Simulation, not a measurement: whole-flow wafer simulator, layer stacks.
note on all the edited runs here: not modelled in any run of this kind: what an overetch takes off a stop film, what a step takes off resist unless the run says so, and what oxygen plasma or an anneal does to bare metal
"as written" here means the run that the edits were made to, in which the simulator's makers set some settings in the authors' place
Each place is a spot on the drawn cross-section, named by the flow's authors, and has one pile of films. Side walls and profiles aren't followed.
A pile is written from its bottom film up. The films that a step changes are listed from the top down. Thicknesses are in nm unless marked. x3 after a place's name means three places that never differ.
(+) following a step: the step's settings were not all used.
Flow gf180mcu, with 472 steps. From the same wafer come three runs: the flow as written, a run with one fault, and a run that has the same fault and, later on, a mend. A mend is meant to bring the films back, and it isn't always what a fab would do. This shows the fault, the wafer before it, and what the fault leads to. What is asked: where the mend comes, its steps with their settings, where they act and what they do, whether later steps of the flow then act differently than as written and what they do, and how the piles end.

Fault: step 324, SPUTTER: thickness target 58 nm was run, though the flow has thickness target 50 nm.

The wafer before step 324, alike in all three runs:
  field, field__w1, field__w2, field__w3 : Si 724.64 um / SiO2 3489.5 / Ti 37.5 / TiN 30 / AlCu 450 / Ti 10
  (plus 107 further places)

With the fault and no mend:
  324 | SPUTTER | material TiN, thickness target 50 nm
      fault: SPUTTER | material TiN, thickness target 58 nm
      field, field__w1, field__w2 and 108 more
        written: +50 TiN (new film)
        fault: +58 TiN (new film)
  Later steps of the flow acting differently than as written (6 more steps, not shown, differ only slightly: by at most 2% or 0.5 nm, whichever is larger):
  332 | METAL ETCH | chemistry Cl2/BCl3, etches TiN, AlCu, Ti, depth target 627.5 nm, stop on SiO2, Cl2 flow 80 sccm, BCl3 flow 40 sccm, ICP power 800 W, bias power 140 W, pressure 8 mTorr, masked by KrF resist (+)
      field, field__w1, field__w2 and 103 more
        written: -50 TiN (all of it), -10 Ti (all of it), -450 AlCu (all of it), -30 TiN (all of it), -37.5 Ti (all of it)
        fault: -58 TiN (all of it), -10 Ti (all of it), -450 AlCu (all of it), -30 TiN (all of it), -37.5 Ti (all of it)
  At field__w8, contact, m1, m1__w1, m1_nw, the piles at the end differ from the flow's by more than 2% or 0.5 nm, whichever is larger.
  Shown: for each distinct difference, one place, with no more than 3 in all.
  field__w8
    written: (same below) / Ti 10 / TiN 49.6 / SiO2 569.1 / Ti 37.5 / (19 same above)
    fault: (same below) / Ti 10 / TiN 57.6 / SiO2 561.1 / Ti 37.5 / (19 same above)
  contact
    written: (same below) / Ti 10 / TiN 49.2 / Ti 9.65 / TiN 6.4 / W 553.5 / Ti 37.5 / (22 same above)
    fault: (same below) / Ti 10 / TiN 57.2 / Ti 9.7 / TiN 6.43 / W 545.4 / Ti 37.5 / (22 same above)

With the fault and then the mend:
  The mend stands after step 324.
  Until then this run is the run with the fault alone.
  324a | METAL ETCH | chemistry Cl2/BCl3, etches TiN, AlCu, Ti, depth target 8 nm, Cl2 flow 80 sccm, BCl3 flow 40 sccm, ICP power 800 W, bias power 140 W, pressure 8 mTorr (the flow's step 260, run once more with other settings)
      field, field__w1, field__w2 and 108 more
        -8 TiN
  Every later step of the flow that is run acts as written at every place that is followed.
  By the end, the piles equal the flow's at every place that both follow.
